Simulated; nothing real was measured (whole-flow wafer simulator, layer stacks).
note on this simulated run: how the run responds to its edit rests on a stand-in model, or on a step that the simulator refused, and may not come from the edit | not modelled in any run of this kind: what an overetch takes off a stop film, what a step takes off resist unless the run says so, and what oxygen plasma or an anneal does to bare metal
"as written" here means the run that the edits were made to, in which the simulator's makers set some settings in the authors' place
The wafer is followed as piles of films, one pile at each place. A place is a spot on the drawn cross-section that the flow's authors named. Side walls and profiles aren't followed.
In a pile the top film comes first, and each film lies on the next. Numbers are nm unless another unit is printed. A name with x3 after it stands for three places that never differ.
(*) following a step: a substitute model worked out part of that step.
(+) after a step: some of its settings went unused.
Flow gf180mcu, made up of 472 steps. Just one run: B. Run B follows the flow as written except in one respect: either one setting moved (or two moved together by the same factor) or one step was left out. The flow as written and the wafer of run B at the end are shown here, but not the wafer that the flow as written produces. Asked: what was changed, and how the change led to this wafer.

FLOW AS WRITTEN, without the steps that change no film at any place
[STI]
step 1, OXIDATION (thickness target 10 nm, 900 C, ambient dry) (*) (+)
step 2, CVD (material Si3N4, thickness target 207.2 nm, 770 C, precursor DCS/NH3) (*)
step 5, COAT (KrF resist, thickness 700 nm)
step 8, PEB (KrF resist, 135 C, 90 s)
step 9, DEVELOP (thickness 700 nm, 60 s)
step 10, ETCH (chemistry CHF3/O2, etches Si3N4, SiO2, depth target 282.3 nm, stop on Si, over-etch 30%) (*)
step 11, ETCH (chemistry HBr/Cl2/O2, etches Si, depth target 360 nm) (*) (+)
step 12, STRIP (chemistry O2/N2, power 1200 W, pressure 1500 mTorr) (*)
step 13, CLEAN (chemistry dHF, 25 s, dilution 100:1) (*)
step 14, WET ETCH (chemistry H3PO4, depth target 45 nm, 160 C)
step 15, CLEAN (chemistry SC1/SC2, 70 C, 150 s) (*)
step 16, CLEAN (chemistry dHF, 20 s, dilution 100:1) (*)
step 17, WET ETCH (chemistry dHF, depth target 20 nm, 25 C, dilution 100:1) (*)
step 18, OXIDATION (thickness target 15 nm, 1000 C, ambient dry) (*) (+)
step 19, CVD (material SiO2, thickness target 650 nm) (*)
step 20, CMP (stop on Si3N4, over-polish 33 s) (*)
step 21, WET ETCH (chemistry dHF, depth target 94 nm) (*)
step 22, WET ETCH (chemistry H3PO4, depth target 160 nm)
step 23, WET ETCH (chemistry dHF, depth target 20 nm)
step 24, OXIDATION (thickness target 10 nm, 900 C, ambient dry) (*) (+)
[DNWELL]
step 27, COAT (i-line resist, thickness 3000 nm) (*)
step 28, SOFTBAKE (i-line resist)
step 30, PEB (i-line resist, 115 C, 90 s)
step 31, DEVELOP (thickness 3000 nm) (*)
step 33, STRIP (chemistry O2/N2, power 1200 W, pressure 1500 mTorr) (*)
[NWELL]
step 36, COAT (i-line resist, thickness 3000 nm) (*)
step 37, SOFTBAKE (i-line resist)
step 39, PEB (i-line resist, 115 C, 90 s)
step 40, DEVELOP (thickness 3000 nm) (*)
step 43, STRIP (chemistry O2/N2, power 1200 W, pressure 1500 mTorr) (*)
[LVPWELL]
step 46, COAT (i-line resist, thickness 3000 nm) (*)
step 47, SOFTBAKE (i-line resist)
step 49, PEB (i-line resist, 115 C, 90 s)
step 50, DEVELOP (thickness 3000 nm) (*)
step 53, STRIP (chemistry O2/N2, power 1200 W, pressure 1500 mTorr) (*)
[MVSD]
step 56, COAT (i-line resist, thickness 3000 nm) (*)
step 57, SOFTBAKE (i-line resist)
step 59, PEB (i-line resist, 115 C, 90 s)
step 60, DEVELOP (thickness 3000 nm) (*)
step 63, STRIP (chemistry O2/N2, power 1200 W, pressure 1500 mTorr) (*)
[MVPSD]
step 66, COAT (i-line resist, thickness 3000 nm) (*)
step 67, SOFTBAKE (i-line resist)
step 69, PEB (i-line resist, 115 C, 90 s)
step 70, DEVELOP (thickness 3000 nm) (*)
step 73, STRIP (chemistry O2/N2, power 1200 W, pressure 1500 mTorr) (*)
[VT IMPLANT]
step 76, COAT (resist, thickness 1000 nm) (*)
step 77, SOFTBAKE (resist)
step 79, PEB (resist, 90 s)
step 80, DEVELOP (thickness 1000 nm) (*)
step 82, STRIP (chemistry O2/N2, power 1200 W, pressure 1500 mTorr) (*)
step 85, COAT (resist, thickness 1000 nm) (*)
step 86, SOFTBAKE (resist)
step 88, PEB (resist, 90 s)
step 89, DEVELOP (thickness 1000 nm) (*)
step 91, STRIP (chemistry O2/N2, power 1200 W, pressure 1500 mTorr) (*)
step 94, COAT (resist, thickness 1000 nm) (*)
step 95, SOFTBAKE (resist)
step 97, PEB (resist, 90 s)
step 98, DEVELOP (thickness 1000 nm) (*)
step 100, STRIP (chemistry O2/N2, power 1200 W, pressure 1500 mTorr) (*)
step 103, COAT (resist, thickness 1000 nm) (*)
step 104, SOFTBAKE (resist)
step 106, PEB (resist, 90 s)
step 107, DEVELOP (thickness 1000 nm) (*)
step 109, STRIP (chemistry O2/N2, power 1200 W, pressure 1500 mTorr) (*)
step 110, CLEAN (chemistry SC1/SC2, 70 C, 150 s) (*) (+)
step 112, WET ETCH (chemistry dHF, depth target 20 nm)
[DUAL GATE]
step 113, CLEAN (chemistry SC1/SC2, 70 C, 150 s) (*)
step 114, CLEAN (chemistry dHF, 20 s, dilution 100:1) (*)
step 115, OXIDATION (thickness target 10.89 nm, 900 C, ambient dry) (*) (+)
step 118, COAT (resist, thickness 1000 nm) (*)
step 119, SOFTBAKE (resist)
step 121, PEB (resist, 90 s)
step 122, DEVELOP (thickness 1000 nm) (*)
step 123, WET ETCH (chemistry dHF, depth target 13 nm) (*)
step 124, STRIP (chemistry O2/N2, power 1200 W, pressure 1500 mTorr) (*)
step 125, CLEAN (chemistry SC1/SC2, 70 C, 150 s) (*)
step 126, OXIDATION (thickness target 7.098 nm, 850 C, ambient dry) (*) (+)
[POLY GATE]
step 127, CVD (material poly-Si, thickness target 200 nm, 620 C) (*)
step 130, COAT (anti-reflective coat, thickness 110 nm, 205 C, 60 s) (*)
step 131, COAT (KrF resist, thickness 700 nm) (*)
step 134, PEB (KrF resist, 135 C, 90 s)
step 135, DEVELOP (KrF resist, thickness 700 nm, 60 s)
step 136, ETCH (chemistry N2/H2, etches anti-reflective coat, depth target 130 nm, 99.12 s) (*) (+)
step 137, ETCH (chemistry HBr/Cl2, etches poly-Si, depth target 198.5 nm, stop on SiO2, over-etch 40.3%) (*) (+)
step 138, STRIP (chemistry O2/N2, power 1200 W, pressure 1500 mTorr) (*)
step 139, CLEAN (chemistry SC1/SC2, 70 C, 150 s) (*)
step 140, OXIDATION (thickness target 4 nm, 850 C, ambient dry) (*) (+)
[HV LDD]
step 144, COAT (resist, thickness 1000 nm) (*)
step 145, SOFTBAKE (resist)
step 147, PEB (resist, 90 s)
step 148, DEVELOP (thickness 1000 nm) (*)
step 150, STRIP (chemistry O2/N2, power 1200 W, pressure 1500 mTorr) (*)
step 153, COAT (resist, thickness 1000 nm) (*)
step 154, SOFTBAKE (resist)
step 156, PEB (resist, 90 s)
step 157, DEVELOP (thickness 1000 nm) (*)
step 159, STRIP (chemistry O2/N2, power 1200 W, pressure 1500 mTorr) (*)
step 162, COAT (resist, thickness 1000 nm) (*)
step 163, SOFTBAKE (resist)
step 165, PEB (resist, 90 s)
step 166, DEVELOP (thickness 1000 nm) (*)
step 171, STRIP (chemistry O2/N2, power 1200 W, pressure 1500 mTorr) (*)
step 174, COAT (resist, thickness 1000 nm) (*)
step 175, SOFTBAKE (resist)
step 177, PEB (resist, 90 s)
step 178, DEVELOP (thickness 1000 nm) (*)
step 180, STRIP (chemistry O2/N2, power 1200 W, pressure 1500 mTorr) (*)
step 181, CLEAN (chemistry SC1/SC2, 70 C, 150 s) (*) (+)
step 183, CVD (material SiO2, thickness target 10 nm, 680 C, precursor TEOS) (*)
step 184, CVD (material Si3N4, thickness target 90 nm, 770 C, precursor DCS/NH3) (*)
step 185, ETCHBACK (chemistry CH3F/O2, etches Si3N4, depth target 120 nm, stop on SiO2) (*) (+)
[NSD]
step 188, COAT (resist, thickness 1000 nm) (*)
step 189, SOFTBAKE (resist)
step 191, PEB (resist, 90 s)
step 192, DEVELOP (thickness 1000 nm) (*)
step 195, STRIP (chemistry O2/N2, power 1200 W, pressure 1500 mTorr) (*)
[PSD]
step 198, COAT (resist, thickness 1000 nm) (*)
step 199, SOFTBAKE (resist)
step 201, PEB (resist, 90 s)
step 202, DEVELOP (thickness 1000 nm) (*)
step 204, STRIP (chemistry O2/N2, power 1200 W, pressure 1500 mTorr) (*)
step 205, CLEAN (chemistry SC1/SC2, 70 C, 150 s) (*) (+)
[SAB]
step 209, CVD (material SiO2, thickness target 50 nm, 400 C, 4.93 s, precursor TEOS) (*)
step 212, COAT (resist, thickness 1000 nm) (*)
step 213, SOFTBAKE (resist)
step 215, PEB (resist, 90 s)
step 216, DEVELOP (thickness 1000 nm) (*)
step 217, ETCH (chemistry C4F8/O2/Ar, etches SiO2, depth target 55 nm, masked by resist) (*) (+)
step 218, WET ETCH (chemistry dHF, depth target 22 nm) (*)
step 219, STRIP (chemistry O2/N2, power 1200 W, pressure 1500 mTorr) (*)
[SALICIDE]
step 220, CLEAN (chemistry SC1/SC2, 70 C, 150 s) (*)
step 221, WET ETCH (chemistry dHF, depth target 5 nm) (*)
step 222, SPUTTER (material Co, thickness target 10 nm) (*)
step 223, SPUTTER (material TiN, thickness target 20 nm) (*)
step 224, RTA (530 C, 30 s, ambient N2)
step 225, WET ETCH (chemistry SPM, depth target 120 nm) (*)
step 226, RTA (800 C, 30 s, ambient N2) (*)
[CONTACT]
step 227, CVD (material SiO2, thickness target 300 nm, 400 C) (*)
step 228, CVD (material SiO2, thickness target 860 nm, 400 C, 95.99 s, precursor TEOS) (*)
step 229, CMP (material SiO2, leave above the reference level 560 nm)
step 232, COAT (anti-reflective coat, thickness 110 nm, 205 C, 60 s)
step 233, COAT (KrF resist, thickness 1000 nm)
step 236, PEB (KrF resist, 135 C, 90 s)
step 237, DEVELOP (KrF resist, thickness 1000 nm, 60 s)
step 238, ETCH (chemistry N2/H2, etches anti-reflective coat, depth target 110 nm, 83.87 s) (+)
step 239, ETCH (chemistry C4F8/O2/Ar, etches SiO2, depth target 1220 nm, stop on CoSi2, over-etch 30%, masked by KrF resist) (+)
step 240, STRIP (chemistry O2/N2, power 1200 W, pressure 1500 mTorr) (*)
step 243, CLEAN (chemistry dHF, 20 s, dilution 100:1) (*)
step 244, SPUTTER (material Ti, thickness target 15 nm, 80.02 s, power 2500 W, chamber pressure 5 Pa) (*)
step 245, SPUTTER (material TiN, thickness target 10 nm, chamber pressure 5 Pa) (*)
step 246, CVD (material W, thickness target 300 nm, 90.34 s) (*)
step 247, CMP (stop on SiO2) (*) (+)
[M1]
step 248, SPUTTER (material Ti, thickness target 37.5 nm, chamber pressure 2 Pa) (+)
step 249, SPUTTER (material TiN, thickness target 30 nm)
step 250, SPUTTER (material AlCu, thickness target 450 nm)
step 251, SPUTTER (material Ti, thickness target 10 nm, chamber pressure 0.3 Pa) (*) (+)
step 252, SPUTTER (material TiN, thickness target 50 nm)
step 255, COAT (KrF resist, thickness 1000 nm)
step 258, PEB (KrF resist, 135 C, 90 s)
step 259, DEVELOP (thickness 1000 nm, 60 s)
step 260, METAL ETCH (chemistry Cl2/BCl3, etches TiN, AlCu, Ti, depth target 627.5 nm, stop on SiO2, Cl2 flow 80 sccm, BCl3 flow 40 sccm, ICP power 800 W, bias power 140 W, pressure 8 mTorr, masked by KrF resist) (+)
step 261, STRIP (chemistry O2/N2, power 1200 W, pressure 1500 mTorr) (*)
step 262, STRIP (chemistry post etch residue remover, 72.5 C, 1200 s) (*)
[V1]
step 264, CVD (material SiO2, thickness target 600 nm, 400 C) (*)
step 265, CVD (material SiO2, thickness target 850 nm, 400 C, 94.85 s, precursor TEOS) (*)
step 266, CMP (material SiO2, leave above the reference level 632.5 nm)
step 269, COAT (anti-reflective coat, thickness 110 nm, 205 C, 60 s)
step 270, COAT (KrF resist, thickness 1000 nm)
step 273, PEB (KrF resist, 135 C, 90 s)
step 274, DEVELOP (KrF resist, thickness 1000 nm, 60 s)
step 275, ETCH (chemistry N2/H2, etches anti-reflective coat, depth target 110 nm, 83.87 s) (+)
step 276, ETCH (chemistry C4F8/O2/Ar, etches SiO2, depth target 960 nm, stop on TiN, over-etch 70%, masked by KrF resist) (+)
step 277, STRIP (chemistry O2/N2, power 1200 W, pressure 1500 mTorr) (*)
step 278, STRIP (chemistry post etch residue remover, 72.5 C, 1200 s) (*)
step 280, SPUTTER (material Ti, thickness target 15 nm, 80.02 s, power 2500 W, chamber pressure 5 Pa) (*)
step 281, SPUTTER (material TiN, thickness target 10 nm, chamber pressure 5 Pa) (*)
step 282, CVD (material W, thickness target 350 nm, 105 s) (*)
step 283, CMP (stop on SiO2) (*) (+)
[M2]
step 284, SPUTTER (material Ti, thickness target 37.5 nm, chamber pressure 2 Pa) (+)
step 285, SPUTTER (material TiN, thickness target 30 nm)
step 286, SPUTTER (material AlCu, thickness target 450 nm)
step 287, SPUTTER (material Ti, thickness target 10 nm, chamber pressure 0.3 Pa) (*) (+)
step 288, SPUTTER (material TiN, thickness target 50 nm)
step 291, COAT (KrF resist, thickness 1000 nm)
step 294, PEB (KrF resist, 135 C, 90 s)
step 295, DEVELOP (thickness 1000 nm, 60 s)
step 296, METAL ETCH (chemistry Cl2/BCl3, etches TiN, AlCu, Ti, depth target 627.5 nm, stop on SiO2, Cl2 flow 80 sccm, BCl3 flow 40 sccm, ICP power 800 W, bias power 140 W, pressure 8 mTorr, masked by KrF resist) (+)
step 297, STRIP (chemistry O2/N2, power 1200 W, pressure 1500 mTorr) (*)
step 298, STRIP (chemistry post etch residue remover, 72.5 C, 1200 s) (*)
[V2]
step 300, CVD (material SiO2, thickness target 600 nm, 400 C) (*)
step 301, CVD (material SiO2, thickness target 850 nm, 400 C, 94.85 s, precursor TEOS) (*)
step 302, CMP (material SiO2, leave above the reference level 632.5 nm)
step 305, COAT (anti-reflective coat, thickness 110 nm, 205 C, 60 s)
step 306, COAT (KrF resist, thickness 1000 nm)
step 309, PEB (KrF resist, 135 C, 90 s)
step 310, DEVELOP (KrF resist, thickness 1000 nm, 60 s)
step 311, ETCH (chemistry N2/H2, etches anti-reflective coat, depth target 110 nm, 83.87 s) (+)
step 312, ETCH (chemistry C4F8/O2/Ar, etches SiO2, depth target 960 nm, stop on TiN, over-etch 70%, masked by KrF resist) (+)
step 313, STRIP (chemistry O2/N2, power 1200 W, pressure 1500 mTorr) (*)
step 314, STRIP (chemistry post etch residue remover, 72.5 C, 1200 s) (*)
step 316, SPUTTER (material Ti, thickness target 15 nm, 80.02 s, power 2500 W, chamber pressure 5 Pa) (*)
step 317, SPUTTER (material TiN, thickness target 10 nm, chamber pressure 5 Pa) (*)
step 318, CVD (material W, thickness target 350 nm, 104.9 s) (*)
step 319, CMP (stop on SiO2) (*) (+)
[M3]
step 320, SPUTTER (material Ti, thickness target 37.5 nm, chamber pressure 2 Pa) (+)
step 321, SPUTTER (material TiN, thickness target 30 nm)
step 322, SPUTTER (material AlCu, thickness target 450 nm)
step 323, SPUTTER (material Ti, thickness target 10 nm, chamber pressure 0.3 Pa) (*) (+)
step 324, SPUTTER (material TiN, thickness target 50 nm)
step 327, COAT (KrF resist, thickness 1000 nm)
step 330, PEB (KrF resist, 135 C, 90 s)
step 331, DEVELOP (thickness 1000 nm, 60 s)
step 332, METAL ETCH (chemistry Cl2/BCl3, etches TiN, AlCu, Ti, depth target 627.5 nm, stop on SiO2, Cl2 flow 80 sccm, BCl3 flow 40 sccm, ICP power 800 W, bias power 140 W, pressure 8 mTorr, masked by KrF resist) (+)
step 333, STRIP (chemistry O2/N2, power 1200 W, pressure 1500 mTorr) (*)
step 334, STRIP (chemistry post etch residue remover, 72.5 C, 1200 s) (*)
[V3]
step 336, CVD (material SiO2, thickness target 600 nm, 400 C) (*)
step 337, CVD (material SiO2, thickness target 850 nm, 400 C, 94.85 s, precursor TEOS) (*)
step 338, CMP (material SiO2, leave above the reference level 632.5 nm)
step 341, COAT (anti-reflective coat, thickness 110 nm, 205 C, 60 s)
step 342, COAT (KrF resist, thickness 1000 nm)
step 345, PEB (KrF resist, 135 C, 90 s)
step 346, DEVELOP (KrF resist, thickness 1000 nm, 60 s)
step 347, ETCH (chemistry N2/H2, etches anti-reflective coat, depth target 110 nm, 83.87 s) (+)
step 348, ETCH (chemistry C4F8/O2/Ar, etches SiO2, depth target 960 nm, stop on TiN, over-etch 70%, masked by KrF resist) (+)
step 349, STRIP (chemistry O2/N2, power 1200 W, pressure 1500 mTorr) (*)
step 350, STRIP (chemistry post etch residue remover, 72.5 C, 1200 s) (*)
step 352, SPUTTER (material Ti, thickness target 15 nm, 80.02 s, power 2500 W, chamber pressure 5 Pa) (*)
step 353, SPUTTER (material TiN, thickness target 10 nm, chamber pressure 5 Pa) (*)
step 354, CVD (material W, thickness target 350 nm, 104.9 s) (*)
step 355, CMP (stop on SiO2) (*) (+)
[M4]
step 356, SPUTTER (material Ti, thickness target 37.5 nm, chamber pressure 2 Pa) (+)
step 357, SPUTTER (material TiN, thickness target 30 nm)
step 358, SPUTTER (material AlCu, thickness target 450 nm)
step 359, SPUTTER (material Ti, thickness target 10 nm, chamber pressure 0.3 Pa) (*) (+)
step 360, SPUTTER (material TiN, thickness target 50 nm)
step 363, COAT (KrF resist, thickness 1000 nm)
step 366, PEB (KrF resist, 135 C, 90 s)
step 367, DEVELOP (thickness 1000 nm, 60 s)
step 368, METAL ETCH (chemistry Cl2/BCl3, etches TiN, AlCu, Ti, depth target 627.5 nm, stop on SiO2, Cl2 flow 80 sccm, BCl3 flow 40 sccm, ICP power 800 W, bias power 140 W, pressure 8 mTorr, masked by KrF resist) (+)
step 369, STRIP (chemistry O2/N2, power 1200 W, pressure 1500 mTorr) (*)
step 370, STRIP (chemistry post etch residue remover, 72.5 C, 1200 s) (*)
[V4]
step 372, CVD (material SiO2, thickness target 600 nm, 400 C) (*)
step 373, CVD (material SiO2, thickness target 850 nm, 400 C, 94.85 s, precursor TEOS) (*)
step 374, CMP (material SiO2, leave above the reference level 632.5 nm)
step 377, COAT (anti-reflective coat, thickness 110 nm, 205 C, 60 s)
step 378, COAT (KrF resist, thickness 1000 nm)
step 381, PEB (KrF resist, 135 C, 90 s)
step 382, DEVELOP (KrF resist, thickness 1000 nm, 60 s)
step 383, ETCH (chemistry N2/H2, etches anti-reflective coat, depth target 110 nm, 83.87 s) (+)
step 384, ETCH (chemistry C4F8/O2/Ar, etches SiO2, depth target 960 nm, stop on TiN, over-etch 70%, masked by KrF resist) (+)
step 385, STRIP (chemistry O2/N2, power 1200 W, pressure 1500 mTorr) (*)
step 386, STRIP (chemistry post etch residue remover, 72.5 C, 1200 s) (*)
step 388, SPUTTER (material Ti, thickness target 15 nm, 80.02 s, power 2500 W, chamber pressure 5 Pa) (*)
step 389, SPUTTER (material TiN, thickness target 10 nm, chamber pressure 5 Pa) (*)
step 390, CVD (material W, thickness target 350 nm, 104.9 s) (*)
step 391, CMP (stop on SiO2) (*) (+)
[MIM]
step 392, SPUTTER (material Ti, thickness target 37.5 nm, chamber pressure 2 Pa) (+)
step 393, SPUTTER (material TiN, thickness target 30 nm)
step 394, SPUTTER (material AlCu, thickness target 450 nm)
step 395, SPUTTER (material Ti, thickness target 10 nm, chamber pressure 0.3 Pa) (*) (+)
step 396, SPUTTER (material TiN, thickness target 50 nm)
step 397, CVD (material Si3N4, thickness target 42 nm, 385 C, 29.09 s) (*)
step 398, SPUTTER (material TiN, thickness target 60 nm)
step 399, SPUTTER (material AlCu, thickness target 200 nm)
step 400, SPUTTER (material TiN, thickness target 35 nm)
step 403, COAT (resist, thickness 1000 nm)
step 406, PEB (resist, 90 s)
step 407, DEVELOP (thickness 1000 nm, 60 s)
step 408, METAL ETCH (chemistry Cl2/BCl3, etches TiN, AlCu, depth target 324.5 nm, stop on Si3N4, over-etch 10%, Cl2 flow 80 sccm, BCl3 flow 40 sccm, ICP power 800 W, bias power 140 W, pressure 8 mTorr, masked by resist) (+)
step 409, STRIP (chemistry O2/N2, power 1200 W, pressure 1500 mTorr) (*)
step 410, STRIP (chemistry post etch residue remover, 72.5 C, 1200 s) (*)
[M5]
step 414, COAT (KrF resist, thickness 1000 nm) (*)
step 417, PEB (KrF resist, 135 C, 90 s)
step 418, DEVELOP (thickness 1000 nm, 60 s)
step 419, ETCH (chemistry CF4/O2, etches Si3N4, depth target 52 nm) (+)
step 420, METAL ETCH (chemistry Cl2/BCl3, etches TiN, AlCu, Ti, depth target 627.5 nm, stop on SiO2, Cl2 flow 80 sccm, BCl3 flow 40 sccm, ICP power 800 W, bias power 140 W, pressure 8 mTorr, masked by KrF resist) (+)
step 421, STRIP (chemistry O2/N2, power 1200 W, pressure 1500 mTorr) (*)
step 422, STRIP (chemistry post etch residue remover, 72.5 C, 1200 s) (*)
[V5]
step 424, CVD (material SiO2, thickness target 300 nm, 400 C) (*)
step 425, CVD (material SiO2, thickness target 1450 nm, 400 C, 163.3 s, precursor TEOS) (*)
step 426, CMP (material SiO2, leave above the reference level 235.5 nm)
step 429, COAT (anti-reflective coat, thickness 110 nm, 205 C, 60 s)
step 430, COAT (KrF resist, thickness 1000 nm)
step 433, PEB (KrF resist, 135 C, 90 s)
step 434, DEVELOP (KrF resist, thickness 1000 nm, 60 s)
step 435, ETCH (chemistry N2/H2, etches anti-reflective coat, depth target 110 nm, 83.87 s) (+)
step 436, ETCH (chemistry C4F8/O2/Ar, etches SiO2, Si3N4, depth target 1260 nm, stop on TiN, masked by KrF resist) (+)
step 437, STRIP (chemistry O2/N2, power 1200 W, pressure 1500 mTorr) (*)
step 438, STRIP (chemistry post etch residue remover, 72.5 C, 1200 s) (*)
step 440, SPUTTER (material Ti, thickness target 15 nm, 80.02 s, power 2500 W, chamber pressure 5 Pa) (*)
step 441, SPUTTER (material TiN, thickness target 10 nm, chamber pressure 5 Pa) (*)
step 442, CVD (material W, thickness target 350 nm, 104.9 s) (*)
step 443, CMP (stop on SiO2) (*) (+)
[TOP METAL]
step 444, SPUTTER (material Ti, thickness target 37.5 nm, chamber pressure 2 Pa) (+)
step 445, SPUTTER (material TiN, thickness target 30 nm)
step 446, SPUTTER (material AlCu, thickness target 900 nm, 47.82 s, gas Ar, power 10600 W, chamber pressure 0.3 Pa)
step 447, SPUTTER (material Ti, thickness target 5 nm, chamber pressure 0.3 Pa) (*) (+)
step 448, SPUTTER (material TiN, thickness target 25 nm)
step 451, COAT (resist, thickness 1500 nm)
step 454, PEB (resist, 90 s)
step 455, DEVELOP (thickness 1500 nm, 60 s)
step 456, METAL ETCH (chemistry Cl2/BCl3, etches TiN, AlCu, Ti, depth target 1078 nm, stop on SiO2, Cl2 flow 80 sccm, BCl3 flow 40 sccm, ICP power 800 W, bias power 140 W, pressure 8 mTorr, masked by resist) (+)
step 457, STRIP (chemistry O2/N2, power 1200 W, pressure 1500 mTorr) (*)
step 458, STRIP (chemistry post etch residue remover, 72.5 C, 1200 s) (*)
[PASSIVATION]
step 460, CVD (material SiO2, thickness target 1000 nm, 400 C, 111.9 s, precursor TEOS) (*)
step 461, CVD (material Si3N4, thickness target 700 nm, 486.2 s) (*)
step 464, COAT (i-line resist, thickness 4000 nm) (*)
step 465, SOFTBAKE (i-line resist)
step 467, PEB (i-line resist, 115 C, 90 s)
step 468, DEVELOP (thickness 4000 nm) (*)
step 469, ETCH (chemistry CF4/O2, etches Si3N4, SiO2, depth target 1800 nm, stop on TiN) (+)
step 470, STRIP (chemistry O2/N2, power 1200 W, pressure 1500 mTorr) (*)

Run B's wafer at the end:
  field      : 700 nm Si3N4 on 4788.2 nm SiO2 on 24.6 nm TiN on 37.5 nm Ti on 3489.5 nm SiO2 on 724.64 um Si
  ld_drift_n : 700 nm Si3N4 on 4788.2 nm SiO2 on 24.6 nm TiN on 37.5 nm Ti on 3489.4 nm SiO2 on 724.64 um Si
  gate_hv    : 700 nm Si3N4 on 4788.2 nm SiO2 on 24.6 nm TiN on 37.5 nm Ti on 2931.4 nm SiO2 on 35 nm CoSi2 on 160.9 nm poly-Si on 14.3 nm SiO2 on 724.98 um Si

Cause: step 322, SPUTTER: thickness target 562.5 nm was run, whereas the flow has thickness target 450 nm.

Step by step, how the change led to this:
  step 322, SPUTTER (material AlCu, thickness target 450 nm)
      field, field__w1, field__w2 and 108 more: AlCu gains 562.5 (new film) (as written it would have been: AlCu gains 450 (new film))
  step 332, METAL ETCH (chemistry Cl2/BCl3, etches TiN, AlCu, Ti, depth target 627.5 nm, stop on SiO2, Cl2 flow 80 sccm, BCl3 flow 40 sccm, ICP power 800 W, bias power 140 W, pressure 8 mTorr, masked by KrF resist) (+)
      field, field__w1, field__w2 and 103 more: TiN loses 50 (all of it), Ti loses 10 (all of it), AlCu loses 562.5 (all of it), TiN loses 5 (as written it would have been: TiN loses 50 (all of it), Ti loses 10 (all of it), AlCu loses 450 (all of it), TiN loses 30 (all of it), Ti loses 37.5 (all of it))
  step 336, CVD (material SiO2, thickness target 600 nm, 400 C) (*)
      field, field__w1, field__w2 and 103 more: SiO2 gains 600 (new film) (as written it would have been: SiO2 gains 600)
  step 338, CMP (material SiO2, leave above the reference level 632.5 nm)
      field, field__w1, field__w2 and 103 more: SiO2 loses 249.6 (as written it would have been: SiO2 loses 300)
With metal films that touch counted as one body, field has 1 body; the flow as written gives 0 bodies.
With metal films that touch counted as one body, ld_drift_n has 1 body; the flow as written gives 0 bodies.
With metal films that touch counted as one body, gate_hv has 2 bodies (between them, from the top down: SiO2 2931.4); the flow as written gives 1 body.
